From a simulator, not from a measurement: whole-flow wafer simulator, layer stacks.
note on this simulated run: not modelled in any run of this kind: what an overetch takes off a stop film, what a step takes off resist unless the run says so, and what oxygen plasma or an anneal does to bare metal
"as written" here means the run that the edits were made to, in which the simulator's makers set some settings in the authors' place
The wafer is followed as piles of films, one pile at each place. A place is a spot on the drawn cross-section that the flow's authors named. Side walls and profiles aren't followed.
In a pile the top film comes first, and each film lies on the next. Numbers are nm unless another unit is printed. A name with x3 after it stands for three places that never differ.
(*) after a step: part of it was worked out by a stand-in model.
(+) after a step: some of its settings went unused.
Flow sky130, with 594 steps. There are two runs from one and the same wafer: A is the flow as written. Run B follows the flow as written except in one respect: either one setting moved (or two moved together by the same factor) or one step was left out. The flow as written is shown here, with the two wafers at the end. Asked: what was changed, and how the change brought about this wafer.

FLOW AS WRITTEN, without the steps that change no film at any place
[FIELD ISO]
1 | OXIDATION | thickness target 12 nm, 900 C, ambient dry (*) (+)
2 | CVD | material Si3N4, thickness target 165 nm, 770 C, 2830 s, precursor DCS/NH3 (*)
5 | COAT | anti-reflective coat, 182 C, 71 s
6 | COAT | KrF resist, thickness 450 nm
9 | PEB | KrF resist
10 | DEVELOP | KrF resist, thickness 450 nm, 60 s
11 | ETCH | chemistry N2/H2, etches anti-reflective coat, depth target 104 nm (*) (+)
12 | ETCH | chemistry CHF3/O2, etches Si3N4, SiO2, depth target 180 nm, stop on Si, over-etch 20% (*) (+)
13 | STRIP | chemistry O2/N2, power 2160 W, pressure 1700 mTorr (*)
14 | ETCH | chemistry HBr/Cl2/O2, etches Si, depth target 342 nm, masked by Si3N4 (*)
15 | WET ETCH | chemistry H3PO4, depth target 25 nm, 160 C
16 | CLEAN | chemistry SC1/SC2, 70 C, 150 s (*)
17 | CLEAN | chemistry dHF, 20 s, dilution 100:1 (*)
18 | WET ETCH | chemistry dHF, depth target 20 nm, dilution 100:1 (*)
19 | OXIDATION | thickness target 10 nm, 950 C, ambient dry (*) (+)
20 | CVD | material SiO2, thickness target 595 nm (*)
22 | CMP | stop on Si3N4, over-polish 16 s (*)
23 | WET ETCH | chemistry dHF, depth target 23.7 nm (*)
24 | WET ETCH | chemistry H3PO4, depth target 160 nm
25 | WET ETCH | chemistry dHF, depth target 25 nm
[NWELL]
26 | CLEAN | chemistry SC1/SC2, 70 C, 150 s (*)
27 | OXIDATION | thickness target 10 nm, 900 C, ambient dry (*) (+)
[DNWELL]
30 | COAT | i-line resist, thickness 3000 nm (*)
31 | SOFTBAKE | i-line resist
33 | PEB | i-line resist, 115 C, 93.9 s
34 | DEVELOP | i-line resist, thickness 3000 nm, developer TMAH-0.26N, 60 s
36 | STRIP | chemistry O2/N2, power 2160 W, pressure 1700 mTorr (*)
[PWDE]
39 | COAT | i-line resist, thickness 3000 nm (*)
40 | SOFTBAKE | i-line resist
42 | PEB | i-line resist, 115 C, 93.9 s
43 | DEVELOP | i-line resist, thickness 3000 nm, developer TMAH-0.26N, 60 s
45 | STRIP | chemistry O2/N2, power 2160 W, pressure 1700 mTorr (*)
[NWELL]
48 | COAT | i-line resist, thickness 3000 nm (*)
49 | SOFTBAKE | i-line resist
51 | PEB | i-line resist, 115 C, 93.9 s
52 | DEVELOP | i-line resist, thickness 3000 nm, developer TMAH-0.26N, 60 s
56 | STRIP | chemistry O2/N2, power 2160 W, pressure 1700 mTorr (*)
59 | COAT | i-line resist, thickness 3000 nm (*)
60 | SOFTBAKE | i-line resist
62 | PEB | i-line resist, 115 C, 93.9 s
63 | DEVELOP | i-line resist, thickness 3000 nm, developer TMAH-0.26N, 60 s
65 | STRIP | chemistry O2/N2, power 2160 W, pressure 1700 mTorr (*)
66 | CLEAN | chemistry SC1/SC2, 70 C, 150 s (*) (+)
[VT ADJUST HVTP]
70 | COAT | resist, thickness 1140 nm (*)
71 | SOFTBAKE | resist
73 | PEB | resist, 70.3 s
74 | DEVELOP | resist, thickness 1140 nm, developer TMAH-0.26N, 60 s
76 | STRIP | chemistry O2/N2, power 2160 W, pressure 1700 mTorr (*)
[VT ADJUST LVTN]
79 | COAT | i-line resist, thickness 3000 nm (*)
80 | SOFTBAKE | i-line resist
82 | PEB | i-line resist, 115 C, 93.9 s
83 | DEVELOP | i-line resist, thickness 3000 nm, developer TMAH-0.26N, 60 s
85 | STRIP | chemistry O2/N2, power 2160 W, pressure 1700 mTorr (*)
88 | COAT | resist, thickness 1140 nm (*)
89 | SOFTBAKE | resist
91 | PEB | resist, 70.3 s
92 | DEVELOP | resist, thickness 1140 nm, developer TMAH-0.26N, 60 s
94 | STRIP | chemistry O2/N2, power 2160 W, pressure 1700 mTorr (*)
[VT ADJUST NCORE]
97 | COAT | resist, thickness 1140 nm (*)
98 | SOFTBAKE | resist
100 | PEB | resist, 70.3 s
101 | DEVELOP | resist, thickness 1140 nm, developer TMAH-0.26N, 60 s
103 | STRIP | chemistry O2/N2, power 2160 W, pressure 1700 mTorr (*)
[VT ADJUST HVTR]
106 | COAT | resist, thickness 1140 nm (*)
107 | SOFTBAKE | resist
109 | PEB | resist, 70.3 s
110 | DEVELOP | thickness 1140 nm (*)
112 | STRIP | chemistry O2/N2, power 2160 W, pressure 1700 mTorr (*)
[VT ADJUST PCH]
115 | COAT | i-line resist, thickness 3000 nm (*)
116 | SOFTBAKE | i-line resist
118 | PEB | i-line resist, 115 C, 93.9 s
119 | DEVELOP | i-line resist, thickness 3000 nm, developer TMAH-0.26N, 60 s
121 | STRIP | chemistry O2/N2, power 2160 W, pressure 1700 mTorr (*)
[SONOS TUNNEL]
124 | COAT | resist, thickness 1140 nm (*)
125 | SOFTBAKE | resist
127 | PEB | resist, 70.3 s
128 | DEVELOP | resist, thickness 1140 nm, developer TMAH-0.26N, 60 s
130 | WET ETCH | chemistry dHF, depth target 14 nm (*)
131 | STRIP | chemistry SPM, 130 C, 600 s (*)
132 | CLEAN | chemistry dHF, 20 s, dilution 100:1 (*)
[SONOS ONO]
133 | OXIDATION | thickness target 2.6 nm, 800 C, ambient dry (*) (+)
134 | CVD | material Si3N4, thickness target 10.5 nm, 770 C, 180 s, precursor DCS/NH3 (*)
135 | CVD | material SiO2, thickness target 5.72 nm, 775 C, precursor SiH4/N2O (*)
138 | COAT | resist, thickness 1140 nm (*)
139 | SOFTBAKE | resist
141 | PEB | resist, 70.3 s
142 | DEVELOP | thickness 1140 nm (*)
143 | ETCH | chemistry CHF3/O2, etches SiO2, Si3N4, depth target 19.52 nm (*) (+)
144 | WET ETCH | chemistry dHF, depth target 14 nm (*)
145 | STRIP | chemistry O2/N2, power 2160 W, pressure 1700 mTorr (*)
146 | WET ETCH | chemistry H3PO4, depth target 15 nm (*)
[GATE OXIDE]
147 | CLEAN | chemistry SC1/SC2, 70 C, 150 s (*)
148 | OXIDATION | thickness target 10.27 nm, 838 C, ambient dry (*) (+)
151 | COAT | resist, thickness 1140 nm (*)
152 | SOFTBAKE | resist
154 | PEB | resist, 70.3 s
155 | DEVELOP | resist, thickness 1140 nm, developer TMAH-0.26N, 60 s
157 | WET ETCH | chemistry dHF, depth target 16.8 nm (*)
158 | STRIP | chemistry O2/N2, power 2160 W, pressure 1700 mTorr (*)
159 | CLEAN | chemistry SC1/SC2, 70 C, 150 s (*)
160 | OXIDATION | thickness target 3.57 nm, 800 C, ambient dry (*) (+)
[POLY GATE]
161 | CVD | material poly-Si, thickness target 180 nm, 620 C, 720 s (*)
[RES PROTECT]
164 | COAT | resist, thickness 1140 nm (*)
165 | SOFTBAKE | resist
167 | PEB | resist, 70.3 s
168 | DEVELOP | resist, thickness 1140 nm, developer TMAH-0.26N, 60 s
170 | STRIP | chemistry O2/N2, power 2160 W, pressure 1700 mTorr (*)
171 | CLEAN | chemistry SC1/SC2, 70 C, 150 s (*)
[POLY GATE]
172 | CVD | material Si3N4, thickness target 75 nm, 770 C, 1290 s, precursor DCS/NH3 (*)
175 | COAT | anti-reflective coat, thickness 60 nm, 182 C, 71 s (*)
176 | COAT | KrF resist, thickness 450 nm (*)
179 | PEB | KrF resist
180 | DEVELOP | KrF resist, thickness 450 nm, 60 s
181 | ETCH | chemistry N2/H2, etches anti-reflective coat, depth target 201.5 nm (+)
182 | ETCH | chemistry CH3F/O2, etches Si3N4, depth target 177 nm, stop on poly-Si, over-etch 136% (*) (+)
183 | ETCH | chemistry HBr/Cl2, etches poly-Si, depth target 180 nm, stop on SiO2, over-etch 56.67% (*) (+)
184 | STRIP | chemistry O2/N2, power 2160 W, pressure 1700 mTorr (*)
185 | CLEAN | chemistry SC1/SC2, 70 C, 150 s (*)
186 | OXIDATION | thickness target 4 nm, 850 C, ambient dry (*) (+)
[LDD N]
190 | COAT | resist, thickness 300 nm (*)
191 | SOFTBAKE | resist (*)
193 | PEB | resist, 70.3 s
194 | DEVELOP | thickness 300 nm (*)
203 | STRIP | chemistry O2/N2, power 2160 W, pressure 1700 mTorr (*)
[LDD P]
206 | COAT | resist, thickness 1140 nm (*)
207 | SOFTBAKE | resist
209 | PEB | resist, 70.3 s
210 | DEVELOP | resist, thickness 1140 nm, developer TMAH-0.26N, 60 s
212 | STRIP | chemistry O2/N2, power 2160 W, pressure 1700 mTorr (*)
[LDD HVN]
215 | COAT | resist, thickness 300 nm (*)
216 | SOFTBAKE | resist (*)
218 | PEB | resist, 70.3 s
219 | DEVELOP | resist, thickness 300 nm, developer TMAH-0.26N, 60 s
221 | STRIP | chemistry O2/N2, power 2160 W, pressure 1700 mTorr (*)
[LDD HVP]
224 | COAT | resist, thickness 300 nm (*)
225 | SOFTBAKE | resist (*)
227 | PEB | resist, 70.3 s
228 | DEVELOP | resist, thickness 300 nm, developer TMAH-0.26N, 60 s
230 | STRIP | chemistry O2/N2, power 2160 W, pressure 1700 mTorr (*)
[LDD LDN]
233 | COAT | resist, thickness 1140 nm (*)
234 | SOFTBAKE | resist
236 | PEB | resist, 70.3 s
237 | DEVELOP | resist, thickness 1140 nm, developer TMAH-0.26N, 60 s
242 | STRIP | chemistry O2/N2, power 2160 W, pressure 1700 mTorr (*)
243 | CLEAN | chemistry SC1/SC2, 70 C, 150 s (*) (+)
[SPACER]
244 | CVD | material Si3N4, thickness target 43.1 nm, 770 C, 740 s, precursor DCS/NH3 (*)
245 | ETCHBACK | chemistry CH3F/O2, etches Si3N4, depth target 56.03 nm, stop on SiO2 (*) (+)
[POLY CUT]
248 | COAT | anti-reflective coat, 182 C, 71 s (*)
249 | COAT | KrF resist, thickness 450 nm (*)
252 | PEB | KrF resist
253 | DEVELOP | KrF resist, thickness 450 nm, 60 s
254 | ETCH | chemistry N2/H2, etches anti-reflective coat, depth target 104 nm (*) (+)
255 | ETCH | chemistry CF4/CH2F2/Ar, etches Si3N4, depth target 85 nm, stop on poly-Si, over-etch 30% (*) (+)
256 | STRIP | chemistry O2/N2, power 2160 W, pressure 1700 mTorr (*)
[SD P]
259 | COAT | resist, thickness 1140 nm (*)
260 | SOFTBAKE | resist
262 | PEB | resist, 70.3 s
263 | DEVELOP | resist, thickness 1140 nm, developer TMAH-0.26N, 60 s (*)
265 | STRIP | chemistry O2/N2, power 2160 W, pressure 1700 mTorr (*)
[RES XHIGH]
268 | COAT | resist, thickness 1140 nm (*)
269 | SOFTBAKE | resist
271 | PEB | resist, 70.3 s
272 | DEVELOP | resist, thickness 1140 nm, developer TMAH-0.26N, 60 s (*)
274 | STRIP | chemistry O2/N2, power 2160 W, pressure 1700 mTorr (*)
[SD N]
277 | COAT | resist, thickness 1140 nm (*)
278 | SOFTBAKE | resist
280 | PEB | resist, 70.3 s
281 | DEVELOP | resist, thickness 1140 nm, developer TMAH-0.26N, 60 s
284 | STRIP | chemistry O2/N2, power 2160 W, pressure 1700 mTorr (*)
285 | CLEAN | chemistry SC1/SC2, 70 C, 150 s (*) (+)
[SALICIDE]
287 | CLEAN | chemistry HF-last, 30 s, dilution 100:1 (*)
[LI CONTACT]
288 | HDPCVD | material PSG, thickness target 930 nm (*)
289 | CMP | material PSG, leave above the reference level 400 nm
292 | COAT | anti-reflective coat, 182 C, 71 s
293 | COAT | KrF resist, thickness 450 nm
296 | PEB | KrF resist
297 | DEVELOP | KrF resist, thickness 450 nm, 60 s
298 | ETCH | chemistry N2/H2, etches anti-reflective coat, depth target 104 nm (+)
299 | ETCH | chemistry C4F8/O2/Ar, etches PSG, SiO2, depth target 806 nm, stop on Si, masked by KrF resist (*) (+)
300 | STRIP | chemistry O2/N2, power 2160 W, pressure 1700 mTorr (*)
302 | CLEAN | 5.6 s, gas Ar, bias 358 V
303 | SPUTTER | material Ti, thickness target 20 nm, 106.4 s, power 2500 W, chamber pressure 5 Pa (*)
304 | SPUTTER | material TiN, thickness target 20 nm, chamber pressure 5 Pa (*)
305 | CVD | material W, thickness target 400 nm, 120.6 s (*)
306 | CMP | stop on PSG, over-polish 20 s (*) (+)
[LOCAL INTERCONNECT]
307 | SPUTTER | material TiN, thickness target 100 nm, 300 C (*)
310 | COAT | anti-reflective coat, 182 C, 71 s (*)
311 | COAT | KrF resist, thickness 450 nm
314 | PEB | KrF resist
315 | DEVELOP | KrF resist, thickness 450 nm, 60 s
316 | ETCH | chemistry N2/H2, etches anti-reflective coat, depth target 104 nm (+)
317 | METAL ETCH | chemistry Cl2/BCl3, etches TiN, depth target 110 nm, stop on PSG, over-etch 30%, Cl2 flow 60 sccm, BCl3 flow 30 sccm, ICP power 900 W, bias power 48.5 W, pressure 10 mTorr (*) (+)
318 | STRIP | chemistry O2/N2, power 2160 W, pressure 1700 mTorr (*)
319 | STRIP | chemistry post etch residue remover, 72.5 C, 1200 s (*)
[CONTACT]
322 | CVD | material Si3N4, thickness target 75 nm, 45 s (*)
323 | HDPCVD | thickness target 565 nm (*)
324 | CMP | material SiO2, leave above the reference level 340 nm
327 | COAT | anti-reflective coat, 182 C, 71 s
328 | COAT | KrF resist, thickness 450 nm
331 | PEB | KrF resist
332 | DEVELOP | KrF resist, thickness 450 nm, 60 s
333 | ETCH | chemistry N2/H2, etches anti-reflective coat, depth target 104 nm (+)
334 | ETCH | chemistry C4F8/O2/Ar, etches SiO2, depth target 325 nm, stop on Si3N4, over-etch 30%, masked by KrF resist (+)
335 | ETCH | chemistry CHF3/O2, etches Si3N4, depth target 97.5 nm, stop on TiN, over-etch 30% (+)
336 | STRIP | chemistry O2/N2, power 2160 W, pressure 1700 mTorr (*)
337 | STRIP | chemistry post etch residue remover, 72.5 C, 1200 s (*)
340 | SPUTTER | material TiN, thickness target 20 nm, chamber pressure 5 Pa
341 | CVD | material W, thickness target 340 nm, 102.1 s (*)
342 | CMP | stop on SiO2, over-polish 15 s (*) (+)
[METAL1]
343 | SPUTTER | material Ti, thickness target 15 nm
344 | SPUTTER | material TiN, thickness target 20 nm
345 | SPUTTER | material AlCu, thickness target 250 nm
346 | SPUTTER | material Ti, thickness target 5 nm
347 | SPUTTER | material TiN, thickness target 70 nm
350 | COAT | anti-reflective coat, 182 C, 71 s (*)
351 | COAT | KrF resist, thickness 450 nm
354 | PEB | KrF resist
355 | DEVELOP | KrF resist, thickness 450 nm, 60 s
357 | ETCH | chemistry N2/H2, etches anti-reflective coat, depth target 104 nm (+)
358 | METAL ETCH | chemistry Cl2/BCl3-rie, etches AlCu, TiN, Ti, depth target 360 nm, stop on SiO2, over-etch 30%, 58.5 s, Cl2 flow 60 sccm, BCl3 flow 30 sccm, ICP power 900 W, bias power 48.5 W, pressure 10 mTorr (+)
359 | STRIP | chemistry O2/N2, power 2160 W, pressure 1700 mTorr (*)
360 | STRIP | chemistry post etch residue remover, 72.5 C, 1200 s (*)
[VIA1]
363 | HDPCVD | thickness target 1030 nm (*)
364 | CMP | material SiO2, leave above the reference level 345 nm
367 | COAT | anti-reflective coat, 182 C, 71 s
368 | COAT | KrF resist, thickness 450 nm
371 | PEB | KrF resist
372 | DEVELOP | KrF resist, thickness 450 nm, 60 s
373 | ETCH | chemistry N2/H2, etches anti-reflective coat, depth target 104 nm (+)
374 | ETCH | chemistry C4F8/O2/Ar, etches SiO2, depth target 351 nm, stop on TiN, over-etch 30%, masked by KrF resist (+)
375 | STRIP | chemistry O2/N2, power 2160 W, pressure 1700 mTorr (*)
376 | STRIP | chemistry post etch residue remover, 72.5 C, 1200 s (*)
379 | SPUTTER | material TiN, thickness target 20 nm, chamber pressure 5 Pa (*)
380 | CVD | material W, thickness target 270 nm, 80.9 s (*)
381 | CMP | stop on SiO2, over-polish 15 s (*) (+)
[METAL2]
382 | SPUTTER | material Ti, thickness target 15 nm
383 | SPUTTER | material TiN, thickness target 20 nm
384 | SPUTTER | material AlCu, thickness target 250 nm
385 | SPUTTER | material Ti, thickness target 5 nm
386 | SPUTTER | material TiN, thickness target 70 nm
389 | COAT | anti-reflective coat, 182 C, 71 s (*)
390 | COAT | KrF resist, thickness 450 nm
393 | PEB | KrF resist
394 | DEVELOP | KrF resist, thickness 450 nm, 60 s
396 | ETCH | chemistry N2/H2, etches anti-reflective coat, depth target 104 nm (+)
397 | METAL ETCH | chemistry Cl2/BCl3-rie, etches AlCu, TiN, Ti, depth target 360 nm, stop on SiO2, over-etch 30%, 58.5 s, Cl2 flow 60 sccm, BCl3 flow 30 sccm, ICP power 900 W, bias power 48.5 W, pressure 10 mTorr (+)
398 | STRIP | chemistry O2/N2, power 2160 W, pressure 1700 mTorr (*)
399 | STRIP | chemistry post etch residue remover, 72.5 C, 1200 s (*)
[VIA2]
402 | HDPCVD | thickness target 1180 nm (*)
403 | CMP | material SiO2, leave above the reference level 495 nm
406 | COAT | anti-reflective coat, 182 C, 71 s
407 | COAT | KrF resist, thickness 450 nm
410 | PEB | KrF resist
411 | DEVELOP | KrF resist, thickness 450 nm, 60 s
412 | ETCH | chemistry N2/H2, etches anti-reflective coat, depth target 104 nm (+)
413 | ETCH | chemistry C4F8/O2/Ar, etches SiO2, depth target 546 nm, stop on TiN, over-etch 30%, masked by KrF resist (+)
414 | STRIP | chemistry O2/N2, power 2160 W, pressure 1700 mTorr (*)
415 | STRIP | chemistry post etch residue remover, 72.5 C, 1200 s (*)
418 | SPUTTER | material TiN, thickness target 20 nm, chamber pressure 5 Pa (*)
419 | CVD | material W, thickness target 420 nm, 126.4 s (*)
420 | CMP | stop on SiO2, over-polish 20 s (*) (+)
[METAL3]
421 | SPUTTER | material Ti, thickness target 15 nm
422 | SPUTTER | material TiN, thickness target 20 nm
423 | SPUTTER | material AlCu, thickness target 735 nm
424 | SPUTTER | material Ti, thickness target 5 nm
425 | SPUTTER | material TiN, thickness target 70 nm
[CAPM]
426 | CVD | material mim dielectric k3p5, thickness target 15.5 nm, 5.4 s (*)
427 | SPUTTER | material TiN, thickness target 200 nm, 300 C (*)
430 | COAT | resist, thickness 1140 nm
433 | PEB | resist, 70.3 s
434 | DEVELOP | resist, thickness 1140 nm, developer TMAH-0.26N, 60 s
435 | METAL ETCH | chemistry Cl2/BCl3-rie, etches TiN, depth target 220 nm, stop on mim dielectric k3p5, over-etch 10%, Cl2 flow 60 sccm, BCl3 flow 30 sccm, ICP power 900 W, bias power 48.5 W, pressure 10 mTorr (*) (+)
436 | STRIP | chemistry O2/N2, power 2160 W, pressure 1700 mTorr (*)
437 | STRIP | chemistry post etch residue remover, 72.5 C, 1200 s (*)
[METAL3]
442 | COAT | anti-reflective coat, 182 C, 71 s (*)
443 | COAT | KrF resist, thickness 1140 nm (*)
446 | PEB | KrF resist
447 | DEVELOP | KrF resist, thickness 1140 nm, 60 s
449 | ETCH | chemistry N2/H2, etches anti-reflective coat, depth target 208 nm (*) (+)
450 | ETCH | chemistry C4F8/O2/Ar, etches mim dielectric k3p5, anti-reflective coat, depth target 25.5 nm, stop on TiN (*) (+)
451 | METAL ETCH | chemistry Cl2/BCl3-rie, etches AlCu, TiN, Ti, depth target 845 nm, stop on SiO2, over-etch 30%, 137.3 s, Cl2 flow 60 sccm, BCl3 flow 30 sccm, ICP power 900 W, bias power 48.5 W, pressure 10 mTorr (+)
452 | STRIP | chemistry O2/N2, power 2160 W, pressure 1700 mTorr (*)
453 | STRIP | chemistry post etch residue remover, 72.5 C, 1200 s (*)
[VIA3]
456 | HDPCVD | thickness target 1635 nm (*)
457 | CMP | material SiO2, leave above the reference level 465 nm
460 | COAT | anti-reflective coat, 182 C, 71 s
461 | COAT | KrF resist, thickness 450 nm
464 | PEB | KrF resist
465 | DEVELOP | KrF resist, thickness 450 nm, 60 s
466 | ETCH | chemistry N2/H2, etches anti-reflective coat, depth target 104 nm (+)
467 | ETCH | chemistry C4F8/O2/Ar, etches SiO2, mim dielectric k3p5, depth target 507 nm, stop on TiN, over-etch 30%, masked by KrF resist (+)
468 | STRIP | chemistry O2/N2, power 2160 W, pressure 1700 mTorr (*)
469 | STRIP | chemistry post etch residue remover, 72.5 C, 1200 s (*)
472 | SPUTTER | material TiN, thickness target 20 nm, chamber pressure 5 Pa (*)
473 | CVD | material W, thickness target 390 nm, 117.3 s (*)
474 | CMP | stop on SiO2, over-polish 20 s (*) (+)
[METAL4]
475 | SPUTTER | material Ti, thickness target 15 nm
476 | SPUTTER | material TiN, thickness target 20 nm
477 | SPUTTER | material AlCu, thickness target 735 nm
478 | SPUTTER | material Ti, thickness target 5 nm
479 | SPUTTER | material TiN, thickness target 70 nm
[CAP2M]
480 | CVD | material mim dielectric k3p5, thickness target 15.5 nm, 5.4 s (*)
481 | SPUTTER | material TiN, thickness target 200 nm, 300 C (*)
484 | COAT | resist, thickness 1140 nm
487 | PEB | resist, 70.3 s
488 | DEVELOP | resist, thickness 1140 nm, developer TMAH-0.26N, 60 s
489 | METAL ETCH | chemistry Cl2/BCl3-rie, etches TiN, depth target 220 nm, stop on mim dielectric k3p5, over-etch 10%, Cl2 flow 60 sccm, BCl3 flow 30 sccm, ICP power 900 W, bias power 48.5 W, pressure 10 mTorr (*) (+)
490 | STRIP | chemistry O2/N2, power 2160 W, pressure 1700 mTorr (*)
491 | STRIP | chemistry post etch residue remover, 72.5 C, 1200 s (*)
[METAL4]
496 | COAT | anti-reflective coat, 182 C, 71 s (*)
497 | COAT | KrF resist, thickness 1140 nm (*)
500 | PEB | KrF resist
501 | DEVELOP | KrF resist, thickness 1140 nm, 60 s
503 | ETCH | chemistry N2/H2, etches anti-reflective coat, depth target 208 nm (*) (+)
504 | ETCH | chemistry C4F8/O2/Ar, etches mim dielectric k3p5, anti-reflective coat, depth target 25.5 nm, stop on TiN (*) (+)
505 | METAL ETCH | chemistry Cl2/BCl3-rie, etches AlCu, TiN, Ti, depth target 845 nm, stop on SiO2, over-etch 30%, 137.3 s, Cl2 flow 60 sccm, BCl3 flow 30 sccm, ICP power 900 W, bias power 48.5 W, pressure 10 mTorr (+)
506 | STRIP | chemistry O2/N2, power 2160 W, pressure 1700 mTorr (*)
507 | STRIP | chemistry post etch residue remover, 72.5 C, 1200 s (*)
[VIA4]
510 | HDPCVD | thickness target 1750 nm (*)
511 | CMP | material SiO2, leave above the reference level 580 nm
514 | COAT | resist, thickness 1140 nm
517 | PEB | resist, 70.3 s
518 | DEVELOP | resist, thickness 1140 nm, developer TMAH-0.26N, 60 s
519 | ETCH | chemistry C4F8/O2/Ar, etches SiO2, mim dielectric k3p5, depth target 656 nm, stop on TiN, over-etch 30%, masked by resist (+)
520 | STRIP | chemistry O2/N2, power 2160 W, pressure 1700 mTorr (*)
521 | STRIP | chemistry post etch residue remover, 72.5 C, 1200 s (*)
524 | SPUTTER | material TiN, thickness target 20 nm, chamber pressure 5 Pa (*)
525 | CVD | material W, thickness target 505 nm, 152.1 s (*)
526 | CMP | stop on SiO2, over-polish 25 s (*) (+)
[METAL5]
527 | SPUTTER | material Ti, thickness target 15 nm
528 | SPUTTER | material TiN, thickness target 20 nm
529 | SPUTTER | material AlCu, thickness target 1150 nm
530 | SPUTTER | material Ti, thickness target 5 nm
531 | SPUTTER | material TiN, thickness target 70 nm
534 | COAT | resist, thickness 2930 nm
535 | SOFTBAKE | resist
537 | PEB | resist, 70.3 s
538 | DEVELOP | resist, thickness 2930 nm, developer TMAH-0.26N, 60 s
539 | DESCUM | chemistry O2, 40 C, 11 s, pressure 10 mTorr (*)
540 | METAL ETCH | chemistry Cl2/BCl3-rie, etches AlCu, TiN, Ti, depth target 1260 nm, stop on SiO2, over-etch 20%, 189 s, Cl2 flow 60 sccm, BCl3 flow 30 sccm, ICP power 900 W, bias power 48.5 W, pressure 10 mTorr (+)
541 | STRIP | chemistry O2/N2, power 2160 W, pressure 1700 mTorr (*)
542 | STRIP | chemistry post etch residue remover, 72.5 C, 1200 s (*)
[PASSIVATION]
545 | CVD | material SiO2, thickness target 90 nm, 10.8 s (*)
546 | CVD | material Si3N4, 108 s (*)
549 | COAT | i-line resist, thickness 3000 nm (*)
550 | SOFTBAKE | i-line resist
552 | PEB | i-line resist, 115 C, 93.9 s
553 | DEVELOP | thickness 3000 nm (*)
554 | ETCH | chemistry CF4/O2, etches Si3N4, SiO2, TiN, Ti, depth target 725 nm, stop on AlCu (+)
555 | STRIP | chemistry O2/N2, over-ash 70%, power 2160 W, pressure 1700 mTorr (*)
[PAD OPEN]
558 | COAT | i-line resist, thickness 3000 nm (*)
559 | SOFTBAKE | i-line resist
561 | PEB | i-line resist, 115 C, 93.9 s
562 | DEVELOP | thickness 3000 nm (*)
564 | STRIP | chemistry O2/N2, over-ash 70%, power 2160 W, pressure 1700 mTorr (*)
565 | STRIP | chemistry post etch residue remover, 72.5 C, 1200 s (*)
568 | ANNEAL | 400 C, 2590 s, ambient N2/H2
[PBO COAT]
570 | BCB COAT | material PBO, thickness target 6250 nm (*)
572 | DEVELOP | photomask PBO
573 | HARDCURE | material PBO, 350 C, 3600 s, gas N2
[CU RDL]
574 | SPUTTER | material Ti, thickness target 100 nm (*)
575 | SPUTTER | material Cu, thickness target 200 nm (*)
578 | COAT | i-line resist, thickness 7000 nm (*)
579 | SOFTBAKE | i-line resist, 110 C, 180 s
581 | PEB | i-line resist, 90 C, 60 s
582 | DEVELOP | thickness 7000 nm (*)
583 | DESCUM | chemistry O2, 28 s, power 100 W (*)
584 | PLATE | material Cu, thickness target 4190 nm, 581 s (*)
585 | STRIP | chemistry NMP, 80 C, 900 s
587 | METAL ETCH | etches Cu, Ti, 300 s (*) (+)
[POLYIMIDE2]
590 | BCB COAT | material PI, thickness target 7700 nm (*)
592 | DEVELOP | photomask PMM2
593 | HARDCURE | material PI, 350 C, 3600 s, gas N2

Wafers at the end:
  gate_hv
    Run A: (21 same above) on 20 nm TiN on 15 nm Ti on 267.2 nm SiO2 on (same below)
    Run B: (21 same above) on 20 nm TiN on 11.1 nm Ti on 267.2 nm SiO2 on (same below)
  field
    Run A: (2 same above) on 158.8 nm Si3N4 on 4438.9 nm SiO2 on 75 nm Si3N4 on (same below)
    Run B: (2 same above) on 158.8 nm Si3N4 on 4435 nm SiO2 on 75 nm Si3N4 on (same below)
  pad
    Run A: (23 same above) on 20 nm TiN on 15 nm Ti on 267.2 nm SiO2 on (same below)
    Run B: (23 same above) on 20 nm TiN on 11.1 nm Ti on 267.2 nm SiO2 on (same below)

What caused this: step 382, SPUTTER: thickness target 11.1 nm was run, while the flow as written has thickness target 15 nm.
The wafer itself shows it: gate_hv has Ti 11.1, and step 382 as written asks for 15 nm.

Step by step, how the change led to this:
  382 | SPUTTER | material Ti, thickness target 15 nm
      field, active, n_well and 188 more: A +15 Ti (new film) | B +11.1 Ti (new film)
  397 | METAL ETCH | chemistry Cl2/BCl3-rie, etches AlCu, TiN, Ti, depth target 360 nm, stop on SiO2, over-etch 30%, 58.5 s, Cl2 flow 60 sccm, BCl3 flow 30 sccm, ICP power 900 W, bias power 48.5 W, pressure 10 mTorr (+)
      field, active, gate and 82 more: A -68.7 TiN (all of it), -5 Ti (all of it), -250 AlCu (all of it), -20 TiN (all of it), -15 Ti (all of it), -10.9 SiO2 | B -68.7 TiN (all of it), -5 Ti (all of it), -250 AlCu (all of it), -20 TiN (all of it), -11.1 Ti (all of it), -11.3 SiO2
